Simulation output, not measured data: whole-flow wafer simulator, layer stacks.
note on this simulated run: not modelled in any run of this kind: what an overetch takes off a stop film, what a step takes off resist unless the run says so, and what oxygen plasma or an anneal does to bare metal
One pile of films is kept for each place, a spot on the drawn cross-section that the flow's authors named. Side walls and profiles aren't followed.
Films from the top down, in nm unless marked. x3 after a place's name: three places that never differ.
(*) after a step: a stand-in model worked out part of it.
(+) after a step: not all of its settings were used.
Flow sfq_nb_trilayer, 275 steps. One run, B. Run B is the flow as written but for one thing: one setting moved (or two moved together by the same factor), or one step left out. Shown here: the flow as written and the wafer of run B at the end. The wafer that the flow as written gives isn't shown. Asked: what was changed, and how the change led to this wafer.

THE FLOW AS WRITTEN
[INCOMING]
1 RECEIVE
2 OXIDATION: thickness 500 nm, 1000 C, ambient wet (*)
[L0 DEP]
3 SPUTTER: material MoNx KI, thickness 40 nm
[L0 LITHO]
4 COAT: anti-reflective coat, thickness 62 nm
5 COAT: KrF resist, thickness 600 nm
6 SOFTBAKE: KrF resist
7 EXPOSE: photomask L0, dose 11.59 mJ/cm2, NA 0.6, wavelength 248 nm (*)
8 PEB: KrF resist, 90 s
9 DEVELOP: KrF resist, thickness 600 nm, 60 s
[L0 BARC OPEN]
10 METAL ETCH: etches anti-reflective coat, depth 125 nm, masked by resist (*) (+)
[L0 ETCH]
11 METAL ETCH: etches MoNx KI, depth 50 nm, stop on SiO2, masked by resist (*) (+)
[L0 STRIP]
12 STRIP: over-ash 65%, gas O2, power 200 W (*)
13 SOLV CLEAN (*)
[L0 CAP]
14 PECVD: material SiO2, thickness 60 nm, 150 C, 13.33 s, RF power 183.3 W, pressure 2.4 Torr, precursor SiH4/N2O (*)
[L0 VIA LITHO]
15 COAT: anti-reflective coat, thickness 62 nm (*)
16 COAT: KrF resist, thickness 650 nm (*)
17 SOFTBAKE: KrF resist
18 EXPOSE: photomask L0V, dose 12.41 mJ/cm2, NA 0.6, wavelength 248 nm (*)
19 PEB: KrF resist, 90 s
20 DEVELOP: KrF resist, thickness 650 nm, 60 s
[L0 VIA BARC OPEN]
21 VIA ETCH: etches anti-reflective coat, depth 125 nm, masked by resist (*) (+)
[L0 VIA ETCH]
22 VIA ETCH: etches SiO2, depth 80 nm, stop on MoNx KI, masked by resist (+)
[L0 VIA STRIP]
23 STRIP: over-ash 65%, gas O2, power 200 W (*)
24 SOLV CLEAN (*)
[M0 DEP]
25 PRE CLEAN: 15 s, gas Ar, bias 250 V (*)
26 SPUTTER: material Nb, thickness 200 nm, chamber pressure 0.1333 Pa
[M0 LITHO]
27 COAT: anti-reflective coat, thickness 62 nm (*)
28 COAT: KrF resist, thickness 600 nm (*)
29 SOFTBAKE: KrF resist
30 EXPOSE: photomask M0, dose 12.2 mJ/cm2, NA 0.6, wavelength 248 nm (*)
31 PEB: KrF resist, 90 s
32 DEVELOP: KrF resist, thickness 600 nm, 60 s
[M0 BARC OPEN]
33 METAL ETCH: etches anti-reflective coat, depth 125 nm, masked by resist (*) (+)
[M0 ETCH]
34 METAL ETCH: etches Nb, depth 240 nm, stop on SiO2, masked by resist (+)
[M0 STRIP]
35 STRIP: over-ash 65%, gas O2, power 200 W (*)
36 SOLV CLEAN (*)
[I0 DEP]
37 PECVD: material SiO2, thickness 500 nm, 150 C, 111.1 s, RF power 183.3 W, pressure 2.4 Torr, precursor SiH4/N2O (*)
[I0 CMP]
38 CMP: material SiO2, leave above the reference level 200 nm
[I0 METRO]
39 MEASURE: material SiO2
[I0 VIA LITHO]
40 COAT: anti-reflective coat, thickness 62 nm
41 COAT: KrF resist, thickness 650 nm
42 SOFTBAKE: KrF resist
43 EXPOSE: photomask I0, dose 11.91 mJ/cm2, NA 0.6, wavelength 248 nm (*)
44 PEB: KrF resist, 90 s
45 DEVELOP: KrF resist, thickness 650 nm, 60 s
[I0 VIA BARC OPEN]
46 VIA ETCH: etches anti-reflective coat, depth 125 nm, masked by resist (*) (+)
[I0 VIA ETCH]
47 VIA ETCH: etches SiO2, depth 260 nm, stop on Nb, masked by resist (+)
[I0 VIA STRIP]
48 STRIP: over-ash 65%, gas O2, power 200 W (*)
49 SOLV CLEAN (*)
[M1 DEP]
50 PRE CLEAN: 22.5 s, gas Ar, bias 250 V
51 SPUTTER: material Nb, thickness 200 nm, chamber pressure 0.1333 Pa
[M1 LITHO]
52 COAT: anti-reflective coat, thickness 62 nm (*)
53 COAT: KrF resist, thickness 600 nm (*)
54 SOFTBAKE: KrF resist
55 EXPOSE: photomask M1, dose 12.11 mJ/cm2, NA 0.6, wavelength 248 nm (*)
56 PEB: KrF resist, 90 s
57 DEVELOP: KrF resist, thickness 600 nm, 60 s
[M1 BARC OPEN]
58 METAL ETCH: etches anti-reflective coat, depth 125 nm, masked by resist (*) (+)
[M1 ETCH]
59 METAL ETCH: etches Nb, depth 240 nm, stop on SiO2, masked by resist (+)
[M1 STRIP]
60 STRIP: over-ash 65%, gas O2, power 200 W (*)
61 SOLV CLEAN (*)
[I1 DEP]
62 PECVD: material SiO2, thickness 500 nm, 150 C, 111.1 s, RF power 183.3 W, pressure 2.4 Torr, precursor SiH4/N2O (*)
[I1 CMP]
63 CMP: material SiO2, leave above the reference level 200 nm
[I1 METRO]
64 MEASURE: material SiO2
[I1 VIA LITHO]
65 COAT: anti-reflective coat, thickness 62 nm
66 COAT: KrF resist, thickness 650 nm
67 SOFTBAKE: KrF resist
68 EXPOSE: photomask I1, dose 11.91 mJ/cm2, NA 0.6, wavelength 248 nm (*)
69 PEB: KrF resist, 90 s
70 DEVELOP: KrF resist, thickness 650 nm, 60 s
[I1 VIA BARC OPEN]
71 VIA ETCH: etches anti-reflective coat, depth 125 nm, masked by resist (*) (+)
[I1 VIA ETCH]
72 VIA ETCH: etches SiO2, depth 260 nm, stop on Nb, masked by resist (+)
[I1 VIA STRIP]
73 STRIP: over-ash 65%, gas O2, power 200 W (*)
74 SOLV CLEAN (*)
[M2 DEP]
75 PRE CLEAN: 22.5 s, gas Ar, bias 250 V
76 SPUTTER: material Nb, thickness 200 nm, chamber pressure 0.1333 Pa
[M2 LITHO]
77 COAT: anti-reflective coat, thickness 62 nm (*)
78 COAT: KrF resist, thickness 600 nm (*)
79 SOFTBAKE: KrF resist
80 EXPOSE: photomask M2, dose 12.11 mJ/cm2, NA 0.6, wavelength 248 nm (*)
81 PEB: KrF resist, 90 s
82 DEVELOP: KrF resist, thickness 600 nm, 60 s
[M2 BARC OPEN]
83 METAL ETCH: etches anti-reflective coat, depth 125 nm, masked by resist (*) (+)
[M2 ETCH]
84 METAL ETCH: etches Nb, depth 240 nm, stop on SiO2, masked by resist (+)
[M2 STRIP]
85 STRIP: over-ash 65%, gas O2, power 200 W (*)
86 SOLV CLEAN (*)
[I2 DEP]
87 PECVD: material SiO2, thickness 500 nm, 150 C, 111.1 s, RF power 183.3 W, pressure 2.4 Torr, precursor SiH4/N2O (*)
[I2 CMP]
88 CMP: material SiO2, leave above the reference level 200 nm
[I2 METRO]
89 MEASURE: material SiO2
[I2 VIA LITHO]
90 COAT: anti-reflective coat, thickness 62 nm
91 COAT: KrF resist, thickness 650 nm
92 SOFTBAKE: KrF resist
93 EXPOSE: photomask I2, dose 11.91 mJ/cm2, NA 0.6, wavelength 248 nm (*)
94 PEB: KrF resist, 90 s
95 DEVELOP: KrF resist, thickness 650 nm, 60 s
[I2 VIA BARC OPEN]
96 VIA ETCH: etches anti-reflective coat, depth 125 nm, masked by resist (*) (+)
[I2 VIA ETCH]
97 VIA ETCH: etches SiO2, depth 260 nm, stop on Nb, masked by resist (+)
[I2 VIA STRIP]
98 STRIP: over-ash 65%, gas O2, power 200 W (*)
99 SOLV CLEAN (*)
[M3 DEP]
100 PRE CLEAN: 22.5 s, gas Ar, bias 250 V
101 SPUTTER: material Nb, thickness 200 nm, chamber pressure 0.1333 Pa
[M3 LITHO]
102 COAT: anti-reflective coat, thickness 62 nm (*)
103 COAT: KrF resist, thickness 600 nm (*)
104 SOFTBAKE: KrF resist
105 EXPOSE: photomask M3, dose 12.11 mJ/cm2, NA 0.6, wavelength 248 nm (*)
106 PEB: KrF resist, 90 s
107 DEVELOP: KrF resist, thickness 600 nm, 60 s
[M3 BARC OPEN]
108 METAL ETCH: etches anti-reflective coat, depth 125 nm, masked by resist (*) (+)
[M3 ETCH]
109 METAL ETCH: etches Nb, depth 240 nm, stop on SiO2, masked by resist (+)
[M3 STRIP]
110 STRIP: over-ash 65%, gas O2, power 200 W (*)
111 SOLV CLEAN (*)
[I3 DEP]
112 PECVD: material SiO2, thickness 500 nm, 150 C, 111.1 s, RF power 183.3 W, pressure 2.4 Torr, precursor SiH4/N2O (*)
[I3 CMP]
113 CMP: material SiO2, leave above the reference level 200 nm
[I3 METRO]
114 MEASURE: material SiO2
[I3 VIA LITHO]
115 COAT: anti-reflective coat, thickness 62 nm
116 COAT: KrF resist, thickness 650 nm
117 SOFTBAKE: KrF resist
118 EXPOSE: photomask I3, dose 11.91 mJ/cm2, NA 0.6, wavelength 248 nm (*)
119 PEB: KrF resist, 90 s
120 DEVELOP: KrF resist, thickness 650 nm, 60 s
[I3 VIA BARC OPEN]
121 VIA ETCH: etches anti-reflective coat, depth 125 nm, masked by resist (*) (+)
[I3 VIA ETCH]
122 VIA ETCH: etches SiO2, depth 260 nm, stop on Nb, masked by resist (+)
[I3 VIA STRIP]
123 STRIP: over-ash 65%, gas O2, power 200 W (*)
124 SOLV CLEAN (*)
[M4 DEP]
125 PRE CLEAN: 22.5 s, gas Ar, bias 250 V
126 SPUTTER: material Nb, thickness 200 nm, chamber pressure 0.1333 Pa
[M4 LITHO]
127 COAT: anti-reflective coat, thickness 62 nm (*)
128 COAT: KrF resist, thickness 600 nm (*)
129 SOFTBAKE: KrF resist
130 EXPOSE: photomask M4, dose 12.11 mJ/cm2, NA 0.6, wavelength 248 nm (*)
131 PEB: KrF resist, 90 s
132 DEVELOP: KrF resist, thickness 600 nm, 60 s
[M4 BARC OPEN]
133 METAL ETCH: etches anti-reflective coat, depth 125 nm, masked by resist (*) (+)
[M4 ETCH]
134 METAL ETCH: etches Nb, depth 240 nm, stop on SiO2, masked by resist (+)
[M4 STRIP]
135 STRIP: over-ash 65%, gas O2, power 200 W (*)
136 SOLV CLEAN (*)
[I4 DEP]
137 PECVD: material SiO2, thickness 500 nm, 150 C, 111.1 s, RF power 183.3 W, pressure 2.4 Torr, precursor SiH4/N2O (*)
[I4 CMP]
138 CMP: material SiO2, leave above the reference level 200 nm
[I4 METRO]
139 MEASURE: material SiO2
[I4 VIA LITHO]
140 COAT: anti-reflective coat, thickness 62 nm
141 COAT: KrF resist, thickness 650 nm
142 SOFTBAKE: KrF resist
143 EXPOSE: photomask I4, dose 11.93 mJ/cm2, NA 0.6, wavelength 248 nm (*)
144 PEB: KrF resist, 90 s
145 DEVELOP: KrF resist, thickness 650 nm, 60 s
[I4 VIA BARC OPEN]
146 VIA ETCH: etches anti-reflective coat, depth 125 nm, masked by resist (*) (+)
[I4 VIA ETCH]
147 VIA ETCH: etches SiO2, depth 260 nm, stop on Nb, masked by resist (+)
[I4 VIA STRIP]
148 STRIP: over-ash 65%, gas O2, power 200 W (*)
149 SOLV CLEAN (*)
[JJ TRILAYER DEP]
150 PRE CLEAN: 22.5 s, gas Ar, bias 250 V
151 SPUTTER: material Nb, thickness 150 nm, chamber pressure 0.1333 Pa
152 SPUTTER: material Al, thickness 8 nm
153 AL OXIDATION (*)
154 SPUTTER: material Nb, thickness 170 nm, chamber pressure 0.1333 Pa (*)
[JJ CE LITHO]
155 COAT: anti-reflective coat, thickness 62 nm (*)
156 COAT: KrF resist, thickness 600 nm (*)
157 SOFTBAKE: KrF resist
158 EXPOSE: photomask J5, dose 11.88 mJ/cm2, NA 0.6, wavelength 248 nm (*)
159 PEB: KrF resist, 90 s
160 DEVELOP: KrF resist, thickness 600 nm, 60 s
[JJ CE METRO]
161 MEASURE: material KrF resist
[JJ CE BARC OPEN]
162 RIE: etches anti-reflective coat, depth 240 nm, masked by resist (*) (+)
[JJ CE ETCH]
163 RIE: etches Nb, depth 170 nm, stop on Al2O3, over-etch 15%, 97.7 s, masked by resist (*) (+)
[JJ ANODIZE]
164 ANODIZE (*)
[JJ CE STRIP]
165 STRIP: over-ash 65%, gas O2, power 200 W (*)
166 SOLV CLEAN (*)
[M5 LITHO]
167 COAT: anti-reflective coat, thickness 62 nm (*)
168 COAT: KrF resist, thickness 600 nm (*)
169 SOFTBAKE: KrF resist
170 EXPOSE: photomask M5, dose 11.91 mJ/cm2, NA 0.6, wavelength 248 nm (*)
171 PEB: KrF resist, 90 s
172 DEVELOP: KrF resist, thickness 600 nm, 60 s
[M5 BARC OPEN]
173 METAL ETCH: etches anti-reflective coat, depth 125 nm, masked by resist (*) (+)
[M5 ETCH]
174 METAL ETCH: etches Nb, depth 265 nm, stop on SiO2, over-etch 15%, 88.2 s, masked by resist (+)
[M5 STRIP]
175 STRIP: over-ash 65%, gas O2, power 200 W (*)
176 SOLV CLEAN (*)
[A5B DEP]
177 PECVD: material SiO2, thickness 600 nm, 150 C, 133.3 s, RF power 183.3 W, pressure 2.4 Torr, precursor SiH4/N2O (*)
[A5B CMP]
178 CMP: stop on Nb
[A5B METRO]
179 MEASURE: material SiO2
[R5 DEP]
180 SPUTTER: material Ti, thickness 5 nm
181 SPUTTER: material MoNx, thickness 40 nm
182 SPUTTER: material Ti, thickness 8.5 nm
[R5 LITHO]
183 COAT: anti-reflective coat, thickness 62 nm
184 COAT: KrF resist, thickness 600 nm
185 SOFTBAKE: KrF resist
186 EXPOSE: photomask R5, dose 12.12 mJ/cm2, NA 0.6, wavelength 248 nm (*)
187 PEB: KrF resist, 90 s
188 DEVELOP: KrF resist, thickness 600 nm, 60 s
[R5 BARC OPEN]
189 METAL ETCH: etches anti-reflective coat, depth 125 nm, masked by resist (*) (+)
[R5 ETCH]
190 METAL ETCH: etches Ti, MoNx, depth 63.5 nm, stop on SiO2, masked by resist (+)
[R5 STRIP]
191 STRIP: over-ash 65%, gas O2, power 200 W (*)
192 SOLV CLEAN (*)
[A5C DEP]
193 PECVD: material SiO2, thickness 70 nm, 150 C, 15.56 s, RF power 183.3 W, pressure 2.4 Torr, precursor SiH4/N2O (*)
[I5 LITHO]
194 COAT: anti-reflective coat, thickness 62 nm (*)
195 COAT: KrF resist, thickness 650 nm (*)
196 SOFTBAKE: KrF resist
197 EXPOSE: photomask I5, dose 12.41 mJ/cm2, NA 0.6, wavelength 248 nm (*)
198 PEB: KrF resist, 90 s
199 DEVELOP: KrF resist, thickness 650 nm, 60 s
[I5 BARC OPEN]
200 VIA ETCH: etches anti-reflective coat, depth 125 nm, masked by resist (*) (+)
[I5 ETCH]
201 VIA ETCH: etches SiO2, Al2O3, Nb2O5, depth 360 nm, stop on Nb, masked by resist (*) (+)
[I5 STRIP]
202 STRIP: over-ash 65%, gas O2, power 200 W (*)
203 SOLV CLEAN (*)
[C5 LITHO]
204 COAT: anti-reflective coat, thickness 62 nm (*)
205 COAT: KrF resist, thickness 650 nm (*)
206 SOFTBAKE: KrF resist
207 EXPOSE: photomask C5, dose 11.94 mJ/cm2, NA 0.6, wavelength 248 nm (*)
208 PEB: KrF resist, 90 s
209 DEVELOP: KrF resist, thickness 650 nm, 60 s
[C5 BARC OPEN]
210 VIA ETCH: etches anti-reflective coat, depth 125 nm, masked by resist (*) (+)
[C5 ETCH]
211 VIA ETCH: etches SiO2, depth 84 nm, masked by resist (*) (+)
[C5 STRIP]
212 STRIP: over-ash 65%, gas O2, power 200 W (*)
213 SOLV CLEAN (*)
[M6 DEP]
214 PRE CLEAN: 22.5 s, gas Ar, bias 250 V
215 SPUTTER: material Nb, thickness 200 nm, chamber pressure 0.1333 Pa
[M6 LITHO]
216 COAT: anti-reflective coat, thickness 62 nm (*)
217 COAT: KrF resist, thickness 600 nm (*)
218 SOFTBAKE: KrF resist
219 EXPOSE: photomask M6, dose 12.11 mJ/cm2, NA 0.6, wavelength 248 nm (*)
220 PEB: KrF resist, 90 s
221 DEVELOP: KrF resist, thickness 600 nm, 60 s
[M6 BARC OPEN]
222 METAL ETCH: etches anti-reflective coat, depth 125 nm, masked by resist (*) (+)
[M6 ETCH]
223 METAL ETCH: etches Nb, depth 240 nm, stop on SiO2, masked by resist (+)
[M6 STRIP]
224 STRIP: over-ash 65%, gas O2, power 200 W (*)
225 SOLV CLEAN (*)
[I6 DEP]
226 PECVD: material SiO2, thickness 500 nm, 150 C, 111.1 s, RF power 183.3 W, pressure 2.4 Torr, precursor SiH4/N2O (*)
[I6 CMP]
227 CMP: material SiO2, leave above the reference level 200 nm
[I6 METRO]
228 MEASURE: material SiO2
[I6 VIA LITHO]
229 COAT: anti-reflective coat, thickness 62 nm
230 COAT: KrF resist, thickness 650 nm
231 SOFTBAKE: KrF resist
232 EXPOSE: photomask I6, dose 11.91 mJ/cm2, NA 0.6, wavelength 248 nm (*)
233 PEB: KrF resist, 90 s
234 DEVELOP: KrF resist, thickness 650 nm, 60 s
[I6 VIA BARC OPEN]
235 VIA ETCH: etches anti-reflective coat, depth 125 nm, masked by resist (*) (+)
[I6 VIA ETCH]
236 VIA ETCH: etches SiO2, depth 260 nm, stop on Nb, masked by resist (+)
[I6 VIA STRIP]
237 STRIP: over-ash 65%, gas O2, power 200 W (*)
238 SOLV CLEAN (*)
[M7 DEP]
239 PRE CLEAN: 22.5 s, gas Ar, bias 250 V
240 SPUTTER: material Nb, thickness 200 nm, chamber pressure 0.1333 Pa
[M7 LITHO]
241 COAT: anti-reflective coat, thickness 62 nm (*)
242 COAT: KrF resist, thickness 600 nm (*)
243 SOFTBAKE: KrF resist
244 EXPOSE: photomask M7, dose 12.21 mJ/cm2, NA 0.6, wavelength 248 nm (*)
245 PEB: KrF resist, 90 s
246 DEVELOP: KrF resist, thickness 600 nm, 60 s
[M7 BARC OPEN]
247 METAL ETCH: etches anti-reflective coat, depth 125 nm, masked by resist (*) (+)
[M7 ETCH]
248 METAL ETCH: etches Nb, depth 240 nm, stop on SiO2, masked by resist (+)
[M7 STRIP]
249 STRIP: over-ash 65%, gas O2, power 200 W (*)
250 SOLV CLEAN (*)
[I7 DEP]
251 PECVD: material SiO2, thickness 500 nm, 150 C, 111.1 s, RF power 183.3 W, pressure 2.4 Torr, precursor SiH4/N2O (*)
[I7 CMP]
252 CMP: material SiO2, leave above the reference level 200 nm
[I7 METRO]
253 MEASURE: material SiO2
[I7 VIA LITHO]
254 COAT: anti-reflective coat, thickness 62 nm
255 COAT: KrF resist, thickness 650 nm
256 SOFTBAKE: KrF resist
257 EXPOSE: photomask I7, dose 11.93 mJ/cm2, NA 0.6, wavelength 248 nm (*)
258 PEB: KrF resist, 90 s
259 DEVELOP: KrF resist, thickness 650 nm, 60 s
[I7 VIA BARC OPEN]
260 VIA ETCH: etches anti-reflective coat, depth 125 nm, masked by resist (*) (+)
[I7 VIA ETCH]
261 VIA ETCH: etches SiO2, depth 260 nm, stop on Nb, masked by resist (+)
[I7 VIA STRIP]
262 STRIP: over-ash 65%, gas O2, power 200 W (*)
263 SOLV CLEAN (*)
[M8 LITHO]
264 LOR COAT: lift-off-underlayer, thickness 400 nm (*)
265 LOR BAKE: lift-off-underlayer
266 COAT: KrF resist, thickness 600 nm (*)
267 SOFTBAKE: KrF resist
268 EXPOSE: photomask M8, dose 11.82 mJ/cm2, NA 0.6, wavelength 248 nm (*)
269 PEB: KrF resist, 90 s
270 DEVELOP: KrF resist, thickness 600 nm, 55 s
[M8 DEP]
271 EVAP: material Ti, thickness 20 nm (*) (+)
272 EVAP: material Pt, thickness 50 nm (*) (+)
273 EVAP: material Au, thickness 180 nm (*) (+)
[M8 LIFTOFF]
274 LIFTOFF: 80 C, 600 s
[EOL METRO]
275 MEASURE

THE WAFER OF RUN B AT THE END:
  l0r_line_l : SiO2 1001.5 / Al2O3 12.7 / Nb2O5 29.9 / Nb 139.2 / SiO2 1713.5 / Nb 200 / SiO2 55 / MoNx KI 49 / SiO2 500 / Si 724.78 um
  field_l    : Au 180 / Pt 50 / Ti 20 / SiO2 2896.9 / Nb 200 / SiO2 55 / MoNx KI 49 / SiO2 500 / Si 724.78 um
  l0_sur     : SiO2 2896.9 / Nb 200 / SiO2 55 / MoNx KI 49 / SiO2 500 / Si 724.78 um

The cause: step 3, SPUTTER: thickness 49 nm was run, where the flow has thickness 40 nm.
It can be read off the wafer: l0r_line_l has MoNx KI 49, and step 3 as written asks for 40 nm.

How the change led to this, step by step:
  3 SPUTTER: material MoNx KI, thickness 40 nm
      field_l, v_sur, via_wl and 103 more: MoNx KI +49 (new film) (as written it would be: MoNx KI +40 (new film))
  11 METAL ETCH: etches MoNx KI, depth 50 nm, stop on SiO2, masked by resist (*) (+)
      v_sur, via_wl, via_w and 97 more: MoNx KI -49 (all of it) (as written it would be: MoNx KI -40 (all of it))
  15 COAT: anti-reflective coat, thickness 62 nm (*)
      v_sur: anti-reflective coat +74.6 (new film) (as written it would be: anti-reflective coat +72.2 (new film))
      l0_sur: anti-reflective coat +53 (new film) (as written it would be: anti-reflective coat +54.2 (new film))
      (and at 1 more place)
  23 STRIP: over-ash 65%, gas O2, power 200 W (*)
      v_sur: KrF resist -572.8 (all of it), anti-reflective coat -74.6 (all of it) (as written it would be: KrF resist -570.5 (all of it), anti-reflective coat -72.2 (all of it))
      l0_sur: KrF resist -550.8 (all of it), anti-reflective coat -53 (all of it) (as written it would be: KrF resist -552.8 (all of it), anti-reflective coat -54.2 (all of it))
      (and at 1 more place)
  27 COAT: anti-reflective coat, thickness 62 nm (*)
      v_sur: anti-reflective coat +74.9 (new film) (as written it would be: anti-reflective coat +72.3 (new film))
      l0r_space_c: anti-reflective coat +81.6 (new film) (as written it would be: anti-reflective coat +78 (new film))
  35 STRIP: over-ash 65%, gas O2, power 200 W (*)
      v_sur: KrF resist -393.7 (all of it), anti-reflective coat -74.9 (all of it) (as written it would be: KrF resist -391.6 (all of it), anti-reflective coat -72.3 (all of it))
      l0r_space_c: KrF resist -401.1 (all of it), anti-reflective coat -81.6 (all of it) (as written it would be: KrF resist -397.6 (all of it), anti-reflective coat -78 (all of it))
  38 CMP: material SiO2, leave above the reference level 200 nm
      field_l, l0_sur, l0r_line_l, l0r_line_c, l0r_line_r: SiO2 -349 (as written it would be: SiO2 -340)
      l0v: SiO2 -286.8 (as written it would be: SiO2 -277.8)
